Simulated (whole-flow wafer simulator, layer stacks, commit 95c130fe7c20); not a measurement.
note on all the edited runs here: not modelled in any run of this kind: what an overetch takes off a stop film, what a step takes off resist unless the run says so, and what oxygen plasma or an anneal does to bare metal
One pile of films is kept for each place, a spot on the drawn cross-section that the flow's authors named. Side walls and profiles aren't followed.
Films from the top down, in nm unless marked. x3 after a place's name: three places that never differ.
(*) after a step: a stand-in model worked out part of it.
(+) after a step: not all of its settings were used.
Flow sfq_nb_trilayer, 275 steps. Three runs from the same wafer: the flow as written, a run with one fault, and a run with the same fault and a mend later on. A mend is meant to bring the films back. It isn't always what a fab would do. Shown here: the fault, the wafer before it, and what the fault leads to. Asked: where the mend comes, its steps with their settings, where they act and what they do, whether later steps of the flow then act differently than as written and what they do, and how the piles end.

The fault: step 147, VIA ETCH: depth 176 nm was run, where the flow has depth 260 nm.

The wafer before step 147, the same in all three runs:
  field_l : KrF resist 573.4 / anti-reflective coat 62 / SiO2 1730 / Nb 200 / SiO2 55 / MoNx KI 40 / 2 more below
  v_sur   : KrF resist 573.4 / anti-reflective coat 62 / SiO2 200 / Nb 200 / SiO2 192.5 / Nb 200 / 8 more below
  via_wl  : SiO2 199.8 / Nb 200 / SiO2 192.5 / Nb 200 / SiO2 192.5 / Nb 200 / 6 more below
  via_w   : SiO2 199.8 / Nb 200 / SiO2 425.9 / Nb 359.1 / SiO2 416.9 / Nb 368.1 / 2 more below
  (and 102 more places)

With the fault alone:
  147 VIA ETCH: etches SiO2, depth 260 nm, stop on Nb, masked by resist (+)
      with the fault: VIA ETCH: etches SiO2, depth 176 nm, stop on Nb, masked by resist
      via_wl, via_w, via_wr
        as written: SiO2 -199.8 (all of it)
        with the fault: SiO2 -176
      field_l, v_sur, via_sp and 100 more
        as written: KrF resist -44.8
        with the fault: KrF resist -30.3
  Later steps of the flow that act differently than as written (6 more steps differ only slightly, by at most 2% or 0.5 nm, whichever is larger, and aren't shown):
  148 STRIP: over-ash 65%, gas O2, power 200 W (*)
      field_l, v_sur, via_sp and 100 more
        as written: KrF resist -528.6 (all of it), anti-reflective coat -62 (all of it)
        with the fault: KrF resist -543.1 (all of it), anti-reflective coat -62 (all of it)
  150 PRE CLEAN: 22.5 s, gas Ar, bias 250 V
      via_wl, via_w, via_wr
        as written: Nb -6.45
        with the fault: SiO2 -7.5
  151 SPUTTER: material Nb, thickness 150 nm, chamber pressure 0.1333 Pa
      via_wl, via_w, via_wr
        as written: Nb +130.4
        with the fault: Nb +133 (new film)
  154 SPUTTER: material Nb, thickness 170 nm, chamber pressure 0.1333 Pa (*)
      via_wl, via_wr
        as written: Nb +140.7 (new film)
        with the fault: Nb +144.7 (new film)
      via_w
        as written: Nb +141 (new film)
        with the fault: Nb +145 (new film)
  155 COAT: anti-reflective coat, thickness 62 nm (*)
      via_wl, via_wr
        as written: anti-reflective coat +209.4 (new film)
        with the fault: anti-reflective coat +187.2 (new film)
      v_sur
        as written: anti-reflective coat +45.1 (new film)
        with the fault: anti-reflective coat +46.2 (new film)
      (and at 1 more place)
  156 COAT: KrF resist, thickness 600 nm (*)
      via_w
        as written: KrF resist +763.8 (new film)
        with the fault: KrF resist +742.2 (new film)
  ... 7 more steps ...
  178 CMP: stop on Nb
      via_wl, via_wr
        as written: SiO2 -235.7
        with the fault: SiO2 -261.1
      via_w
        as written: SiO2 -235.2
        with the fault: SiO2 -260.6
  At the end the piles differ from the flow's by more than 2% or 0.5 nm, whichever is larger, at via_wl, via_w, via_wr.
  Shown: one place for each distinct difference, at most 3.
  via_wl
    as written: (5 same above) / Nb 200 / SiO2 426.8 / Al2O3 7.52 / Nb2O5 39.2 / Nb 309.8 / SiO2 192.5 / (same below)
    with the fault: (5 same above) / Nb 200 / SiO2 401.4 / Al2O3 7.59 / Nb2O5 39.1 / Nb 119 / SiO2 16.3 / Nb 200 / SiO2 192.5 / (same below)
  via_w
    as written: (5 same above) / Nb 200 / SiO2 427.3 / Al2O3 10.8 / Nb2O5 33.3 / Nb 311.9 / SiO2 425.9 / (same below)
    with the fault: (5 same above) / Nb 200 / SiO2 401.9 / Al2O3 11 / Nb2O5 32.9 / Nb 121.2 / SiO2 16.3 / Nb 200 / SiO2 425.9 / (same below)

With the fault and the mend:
  The mend comes after step 147.
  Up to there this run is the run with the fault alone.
  147a VIA ETCH: etches SiO2, depth 84 nm, stop on Nb, masked by resist (+) (the flow's step 147 once more, with other settings)
      field_l, v_sur, via_sp and 100 more
        KrF resist -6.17
      via_wl, via_w, via_wr
        SiO2 -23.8 (all of it)
  No later step of the flow acts differently than as written, at any place that is followed, by more than 2% or 0.5 nm, whichever is larger.
  At the end the piles are the same as the flow's at every place that both follow.
